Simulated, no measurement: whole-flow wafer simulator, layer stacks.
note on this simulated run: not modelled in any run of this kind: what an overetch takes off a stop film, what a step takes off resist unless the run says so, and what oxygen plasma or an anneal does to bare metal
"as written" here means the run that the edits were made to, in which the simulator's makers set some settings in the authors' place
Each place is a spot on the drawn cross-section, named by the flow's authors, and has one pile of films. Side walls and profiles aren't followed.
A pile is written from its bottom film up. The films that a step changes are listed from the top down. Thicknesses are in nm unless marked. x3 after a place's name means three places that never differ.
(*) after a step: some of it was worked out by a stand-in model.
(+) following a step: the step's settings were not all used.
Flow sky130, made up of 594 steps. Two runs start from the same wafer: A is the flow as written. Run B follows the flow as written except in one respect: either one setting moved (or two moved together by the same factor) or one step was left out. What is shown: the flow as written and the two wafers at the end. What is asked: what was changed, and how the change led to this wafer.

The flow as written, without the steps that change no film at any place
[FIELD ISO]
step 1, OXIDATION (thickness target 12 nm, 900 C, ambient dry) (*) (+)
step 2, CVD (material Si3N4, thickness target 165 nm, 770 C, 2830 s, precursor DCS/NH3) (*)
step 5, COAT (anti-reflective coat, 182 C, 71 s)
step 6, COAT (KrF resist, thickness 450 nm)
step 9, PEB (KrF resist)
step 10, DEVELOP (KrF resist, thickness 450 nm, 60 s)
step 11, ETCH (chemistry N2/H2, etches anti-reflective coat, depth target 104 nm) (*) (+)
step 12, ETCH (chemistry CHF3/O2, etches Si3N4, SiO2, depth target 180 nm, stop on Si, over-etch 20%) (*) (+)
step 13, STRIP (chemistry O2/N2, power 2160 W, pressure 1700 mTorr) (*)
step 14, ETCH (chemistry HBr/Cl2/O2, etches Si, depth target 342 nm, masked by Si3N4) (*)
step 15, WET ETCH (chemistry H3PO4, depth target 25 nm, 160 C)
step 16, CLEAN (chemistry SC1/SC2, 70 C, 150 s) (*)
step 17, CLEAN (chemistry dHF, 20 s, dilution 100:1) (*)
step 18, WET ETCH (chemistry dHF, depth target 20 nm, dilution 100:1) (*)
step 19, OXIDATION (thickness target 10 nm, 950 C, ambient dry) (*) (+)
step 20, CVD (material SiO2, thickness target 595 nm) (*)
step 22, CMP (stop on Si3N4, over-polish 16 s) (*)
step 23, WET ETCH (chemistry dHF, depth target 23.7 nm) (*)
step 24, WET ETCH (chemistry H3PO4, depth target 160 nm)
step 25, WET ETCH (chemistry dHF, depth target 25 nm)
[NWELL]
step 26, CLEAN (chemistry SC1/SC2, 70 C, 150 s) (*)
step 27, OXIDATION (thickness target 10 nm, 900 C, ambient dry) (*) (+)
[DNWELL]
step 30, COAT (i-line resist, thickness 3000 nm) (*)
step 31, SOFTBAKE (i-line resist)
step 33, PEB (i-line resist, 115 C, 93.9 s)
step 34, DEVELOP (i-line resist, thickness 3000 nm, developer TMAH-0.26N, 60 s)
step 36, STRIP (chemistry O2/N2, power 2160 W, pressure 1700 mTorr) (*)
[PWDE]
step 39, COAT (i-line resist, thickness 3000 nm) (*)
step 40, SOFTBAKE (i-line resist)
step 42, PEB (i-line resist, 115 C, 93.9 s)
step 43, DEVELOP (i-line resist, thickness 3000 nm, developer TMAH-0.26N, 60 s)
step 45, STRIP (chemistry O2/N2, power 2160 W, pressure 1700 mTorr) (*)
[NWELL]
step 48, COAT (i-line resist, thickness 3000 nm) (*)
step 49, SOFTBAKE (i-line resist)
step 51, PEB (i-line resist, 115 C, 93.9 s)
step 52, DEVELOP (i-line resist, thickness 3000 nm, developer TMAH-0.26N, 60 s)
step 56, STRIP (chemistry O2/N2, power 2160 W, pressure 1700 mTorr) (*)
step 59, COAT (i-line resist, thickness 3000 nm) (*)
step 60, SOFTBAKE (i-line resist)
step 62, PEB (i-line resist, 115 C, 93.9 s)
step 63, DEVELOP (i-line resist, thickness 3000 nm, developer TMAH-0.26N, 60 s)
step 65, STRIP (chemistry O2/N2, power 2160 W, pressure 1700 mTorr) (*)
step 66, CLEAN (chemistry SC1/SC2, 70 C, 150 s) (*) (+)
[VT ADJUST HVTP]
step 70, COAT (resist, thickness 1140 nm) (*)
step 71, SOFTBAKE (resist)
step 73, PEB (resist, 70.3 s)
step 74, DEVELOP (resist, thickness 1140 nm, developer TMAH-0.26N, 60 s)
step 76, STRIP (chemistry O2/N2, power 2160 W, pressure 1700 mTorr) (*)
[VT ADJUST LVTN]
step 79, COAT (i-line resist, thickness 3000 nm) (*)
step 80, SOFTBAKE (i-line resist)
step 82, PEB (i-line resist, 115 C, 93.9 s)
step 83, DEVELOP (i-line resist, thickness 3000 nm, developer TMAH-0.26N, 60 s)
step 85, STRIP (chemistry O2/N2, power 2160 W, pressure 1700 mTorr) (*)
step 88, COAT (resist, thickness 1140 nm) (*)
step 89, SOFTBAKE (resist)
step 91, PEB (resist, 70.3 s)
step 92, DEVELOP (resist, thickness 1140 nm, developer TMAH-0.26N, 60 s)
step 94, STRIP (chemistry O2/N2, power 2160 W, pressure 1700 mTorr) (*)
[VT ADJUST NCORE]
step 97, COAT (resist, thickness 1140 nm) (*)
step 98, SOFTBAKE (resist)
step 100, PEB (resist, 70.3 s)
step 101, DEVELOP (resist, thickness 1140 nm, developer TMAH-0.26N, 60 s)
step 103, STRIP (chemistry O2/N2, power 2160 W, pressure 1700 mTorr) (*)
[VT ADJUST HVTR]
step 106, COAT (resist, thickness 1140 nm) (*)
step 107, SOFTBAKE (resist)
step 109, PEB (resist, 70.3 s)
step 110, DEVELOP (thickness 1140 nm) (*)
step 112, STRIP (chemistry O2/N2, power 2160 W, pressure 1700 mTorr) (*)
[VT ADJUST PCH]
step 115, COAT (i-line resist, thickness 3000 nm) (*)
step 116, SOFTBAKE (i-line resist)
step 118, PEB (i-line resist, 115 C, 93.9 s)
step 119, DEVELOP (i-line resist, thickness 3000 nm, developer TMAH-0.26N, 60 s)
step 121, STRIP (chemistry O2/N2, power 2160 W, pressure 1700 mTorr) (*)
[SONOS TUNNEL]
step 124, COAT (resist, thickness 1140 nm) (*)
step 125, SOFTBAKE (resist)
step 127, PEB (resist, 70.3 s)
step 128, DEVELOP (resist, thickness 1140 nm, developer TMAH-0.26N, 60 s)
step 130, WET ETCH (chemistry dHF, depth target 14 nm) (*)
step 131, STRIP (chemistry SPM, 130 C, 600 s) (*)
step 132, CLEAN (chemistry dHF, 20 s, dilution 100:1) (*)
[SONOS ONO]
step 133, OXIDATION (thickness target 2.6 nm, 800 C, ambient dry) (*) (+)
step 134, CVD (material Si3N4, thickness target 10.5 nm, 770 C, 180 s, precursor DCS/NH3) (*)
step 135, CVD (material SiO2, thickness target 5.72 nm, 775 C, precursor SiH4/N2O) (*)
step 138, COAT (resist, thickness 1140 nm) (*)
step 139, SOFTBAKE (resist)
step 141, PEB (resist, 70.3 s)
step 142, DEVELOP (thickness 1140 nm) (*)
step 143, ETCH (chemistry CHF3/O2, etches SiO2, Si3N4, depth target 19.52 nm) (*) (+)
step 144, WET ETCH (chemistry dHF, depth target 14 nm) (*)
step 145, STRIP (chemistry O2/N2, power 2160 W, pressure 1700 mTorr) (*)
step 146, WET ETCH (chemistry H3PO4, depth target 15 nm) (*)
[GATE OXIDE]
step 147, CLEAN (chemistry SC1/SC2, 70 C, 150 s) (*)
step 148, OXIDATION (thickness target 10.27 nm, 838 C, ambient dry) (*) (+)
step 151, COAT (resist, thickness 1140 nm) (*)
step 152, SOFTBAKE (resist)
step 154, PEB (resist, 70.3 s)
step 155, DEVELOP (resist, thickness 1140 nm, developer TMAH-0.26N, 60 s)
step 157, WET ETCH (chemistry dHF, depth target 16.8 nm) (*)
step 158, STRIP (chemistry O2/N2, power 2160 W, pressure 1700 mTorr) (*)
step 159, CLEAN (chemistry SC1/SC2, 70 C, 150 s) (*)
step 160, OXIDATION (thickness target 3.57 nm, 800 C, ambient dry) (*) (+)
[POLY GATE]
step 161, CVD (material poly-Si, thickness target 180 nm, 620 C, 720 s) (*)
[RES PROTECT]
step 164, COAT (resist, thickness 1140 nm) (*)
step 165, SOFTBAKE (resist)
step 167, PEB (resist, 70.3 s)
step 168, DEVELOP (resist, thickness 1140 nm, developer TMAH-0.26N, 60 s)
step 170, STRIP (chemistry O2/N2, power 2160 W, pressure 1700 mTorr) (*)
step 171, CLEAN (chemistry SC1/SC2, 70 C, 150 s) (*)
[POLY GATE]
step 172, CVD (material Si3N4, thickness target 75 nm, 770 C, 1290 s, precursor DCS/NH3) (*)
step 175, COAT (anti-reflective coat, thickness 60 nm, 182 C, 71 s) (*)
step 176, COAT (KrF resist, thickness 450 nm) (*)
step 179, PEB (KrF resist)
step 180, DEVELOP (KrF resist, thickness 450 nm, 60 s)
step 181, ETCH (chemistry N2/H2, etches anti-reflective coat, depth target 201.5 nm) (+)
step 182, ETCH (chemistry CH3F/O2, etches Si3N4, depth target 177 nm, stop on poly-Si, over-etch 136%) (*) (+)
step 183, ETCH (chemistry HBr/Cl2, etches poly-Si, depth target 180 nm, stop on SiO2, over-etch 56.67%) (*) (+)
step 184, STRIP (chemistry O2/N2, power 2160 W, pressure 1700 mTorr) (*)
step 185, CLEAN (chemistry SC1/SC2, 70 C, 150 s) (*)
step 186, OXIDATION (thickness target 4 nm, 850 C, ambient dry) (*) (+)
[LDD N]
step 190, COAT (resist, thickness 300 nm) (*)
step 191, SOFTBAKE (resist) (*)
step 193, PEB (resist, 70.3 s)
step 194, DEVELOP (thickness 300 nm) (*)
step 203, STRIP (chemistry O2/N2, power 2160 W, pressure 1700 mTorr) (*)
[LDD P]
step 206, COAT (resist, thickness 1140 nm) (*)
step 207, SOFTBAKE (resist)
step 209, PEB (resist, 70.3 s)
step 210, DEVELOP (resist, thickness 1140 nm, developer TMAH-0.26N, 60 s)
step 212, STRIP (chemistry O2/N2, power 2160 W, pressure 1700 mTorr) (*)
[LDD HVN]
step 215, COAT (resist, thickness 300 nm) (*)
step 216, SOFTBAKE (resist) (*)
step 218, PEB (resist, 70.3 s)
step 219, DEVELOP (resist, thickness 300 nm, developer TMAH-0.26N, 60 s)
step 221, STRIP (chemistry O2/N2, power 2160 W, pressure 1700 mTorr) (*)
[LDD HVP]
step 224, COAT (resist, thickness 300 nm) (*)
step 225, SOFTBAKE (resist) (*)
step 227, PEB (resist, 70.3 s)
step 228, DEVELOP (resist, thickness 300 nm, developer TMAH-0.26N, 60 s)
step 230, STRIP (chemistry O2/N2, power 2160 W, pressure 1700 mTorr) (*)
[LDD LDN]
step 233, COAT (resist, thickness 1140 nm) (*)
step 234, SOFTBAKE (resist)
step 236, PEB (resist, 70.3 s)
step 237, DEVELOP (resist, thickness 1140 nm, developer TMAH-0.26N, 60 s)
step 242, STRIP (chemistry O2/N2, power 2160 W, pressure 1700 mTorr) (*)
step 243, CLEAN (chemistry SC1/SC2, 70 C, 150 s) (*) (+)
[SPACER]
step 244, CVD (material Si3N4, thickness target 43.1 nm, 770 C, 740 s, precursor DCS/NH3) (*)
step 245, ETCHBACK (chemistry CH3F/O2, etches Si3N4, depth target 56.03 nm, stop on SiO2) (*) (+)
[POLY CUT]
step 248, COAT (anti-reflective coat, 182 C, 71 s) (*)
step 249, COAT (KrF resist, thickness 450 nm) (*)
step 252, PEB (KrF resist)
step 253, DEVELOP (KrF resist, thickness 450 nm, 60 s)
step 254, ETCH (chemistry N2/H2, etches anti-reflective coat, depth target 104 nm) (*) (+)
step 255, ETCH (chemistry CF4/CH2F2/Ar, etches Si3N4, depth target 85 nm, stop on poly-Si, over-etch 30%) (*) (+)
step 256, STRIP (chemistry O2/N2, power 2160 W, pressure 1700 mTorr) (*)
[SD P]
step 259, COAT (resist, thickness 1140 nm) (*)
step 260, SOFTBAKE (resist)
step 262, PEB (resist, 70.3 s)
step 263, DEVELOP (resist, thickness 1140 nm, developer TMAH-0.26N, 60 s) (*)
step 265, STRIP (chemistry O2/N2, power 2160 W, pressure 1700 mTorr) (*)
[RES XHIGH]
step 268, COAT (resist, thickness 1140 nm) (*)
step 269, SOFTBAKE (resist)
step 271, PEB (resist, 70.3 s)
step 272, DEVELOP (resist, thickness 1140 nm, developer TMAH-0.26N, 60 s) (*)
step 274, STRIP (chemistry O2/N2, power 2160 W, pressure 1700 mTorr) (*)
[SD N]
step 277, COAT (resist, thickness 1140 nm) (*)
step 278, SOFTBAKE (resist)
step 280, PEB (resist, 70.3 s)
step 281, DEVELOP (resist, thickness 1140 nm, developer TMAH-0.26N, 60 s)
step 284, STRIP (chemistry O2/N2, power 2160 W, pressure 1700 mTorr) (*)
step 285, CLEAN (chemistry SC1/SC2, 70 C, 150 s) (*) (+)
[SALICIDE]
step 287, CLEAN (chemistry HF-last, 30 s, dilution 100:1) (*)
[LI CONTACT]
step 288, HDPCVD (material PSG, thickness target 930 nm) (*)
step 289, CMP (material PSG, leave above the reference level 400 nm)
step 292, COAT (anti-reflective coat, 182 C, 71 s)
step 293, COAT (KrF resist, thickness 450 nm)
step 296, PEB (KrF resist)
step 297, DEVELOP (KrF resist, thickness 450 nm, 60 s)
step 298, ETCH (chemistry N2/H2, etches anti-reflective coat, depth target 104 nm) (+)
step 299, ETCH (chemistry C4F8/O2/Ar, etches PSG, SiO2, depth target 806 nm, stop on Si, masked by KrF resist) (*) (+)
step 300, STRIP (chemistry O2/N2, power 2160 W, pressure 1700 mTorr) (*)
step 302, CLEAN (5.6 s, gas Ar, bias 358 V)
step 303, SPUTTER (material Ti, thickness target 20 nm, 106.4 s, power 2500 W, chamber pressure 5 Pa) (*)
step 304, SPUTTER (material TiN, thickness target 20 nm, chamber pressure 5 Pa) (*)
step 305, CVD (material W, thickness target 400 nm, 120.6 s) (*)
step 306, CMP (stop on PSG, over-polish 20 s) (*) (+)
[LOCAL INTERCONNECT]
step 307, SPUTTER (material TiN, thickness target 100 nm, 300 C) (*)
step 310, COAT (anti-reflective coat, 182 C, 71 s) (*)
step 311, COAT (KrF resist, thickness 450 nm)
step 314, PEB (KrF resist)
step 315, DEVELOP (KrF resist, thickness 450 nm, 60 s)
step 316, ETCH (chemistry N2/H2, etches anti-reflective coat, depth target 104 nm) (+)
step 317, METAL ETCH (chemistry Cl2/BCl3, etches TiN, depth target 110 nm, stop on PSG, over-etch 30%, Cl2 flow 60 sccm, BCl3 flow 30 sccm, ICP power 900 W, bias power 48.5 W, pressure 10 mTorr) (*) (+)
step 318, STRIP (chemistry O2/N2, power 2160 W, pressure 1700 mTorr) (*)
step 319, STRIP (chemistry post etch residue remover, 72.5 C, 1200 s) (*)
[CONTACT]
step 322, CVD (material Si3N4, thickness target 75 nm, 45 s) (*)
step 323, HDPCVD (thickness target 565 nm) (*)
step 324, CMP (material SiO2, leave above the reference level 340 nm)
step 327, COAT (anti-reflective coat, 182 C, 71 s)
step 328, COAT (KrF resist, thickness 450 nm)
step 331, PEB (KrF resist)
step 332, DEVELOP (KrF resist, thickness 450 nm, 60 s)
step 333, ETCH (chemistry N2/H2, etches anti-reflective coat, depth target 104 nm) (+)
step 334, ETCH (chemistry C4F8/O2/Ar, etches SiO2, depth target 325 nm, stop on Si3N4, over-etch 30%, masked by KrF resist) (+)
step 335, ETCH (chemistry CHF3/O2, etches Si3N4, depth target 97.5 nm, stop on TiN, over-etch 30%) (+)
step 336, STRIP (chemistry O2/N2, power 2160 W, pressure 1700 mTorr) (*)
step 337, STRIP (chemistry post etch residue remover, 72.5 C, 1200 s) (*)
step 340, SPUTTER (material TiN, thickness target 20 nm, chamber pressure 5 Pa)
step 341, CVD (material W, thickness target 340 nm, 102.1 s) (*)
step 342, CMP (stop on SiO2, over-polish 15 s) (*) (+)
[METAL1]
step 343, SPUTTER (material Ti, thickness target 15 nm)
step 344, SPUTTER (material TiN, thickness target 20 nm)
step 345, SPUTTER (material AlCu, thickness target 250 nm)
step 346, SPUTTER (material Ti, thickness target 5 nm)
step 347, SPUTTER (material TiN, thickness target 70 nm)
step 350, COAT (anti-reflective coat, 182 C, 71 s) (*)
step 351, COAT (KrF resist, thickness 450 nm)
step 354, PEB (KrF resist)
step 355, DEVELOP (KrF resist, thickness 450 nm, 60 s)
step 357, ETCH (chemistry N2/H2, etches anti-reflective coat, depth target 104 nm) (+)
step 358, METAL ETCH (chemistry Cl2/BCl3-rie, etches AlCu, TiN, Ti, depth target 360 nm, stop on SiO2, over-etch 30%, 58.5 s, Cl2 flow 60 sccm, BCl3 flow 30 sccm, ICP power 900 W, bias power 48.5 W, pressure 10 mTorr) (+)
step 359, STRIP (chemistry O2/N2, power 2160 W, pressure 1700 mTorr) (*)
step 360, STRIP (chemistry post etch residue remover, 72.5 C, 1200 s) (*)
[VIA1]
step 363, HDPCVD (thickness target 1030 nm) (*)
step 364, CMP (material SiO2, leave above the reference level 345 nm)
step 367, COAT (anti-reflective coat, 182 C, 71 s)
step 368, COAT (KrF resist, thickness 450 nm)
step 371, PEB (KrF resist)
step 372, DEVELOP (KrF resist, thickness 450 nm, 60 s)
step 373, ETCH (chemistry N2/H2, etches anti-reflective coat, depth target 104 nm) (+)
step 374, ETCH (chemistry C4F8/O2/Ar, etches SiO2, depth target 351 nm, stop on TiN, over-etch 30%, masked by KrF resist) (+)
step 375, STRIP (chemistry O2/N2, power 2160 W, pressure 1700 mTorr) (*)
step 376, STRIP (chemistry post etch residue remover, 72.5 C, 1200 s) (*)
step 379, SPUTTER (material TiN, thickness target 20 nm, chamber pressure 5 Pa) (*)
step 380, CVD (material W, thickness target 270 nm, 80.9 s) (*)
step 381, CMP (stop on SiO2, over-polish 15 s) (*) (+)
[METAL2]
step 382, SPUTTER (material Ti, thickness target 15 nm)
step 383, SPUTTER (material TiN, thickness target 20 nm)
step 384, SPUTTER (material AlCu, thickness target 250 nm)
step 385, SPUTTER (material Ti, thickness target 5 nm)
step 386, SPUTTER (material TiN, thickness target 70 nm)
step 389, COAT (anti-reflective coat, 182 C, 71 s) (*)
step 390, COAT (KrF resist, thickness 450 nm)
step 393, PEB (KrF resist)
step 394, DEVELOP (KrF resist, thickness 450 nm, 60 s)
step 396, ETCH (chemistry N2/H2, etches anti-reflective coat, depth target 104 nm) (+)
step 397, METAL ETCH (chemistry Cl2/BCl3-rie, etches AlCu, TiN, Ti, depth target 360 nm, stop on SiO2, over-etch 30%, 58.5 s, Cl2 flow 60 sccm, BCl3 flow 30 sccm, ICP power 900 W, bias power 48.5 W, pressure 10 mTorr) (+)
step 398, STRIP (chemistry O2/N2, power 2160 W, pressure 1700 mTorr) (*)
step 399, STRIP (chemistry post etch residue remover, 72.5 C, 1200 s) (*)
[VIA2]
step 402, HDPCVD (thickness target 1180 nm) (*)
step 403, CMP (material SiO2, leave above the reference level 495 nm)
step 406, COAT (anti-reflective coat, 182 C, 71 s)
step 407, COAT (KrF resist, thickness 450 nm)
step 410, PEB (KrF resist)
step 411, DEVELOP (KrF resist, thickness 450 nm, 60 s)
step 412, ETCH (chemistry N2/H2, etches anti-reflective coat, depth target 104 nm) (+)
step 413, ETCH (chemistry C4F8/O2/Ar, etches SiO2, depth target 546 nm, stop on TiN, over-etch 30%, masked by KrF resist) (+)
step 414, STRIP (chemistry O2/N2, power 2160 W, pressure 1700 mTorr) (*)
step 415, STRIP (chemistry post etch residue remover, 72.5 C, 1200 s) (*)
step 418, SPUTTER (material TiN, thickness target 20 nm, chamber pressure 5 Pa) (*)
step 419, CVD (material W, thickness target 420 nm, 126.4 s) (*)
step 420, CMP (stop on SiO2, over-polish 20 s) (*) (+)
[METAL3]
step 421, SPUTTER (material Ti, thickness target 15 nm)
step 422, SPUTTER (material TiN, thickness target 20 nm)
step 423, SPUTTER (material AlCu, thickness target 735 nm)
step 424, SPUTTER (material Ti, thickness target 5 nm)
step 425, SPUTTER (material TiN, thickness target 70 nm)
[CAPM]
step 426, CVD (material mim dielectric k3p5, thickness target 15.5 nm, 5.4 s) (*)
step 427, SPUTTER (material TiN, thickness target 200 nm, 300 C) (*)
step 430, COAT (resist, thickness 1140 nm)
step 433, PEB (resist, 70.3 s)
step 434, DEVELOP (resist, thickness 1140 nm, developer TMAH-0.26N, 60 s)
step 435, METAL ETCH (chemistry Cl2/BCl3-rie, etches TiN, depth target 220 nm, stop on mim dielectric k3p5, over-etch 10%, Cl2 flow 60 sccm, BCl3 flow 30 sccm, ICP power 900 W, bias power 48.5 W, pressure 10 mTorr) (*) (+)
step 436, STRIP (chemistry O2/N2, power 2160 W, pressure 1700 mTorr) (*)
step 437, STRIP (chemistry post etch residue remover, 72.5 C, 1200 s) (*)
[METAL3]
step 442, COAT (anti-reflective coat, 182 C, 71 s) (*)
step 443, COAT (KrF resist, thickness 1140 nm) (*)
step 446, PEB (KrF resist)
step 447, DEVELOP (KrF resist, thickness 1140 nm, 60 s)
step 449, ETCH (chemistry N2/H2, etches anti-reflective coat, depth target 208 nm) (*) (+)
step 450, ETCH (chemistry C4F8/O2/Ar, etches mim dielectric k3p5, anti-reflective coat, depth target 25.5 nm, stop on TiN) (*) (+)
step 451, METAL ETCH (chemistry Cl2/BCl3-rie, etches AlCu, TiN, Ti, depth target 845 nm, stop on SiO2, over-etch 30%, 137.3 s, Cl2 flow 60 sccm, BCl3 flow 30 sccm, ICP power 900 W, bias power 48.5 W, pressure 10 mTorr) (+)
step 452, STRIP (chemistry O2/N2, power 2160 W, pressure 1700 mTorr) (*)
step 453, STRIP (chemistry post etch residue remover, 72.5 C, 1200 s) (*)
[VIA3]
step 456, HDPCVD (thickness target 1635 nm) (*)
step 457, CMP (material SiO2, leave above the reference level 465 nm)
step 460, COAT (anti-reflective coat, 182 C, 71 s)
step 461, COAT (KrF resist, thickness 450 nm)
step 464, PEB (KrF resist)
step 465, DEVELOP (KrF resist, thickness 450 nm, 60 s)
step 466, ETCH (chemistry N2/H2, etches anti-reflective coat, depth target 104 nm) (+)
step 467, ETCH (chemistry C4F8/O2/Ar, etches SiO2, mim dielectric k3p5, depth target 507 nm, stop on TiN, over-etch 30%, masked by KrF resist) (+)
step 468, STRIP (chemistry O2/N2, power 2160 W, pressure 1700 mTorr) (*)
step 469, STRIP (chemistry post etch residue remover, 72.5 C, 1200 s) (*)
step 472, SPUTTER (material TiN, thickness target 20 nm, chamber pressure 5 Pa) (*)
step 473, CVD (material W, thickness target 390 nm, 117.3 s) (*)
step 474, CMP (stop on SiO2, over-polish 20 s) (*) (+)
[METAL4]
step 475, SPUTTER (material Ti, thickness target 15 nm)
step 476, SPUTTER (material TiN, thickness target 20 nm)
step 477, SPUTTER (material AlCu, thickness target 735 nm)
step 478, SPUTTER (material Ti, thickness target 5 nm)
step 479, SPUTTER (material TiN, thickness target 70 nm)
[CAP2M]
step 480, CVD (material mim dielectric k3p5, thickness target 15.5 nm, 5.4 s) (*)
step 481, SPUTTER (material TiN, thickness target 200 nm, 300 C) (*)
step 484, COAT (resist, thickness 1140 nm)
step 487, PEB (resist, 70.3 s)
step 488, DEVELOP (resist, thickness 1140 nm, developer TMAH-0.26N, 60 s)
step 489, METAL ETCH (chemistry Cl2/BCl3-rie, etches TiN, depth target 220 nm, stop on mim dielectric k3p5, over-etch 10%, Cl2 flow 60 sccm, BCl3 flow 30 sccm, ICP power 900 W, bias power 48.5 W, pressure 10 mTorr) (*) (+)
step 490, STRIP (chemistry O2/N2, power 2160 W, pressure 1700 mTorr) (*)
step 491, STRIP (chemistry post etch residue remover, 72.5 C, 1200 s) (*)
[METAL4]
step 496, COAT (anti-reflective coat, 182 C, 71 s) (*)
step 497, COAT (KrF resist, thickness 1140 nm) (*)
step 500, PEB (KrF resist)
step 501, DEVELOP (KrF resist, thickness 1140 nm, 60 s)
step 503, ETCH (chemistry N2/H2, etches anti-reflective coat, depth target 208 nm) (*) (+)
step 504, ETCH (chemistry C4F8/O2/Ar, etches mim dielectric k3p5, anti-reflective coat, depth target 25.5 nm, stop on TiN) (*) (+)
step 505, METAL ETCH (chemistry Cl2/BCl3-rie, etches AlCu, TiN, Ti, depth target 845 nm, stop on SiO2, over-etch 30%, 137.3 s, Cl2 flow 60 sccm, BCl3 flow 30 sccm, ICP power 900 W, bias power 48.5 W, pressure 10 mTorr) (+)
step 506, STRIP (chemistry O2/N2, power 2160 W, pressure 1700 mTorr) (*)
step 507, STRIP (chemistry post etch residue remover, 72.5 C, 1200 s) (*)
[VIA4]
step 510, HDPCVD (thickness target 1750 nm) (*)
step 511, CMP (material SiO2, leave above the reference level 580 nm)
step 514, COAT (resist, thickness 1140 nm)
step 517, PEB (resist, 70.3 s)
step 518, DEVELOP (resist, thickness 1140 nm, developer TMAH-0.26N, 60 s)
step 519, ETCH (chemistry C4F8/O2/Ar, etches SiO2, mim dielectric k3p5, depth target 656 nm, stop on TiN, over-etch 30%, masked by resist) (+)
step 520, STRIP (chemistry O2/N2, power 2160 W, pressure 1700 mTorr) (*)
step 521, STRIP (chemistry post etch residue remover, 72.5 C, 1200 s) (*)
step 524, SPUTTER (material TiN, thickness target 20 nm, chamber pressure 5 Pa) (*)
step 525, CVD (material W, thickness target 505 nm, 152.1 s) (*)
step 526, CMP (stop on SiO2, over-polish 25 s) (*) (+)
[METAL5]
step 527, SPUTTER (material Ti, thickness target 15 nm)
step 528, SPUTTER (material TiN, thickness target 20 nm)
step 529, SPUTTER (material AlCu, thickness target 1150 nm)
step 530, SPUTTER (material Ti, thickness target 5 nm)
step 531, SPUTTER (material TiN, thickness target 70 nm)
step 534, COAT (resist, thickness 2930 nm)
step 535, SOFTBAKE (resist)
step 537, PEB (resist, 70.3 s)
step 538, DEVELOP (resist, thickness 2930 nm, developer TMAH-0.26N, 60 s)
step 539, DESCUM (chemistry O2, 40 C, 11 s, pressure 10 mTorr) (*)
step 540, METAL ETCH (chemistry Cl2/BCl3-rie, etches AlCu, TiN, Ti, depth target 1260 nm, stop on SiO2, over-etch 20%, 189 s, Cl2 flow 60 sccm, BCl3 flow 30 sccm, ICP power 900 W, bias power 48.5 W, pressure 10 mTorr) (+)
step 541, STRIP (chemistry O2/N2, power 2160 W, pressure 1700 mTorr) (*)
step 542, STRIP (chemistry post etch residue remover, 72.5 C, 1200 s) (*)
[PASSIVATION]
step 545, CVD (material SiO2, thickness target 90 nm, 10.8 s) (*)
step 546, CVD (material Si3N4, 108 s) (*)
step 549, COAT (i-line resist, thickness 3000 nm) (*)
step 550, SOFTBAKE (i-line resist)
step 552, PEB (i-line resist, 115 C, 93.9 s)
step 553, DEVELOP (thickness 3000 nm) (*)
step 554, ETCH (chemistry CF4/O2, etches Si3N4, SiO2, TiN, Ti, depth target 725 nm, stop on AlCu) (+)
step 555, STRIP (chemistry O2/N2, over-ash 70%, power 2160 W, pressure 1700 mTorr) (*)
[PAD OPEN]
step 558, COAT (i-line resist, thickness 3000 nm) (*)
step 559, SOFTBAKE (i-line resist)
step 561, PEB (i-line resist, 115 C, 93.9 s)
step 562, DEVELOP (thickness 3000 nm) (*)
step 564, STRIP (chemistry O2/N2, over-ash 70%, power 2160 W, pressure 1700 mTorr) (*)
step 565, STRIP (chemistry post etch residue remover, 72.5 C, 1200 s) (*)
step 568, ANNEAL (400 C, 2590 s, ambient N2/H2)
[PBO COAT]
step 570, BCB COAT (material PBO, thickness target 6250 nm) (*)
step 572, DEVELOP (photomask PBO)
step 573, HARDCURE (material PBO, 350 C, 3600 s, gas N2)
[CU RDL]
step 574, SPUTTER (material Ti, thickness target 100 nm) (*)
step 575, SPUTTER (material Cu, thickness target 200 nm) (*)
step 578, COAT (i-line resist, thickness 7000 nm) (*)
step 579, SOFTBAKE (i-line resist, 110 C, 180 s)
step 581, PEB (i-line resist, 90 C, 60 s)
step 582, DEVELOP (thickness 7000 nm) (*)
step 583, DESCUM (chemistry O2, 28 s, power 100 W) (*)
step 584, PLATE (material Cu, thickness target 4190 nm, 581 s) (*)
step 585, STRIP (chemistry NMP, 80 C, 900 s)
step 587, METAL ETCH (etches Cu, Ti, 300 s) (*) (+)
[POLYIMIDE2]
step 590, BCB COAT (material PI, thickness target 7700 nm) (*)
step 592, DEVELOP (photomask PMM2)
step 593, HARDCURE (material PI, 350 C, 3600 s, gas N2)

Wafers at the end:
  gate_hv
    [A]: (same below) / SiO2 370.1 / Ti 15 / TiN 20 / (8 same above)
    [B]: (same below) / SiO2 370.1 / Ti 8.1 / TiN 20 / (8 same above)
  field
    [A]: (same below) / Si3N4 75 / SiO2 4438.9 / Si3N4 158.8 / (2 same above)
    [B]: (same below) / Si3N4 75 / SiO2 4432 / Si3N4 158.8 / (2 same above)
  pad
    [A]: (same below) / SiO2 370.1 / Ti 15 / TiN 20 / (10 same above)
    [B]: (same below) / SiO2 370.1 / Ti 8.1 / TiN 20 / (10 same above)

What caused this: step 475, SPUTTER: thickness target 8.1 nm was run, though the flow has thickness target 15 nm.
The wafer lets one read it off: gate_hv has Ti 8.1, and step 475 as written asks for 15 nm.

The path from the change to this, step by step:
  step 475, SPUTTER (material Ti, thickness target 15 nm)
      field, active, n_well and 189 more: A Ti gains 15 (new film) | B Ti gains 8.1 (new film)
  step 505, METAL ETCH (chemistry Cl2/BCl3-rie, etches AlCu, TiN, Ti, depth target 845 nm, stop on SiO2, over-etch 30%, 137.3 s, Cl2 flow 60 sccm, BCl3 flow 30 sccm, ICP power 900 W, bias power 48.5 W, pressure 10 mTorr) (+)
      field, gate, spacer and 68 more: A TiN loses 70 (all of it), Ti loses 5 (all of it), AlCu loses 735 (all of it), TiN loses 20 (all of it), Ti loses 15 (all of it), SiO2 loses 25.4 | B TiN loses 70 (all of it), Ti loses 5 (all of it), AlCu loses 735 (all of it), TiN loses 20 (all of it), Ti loses 8.1 (all of it), SiO2 loses 26
      active, vpp_iso1, mim_edge_plate and 14 more: A TiN loses 70 (all of it), Ti loses 5 (all of it), AlCu loses 735 (all of it), TiN loses 20 (all of it), Ti loses 15 (all of it), SiO2 loses 25.3 | B TiN loses 70 (all of it), Ti loses 5 (all of it), AlCu loses 735 (all of it), TiN loses 20 (all of it), Ti loses 8.1 (all of it), SiO2 loses 26
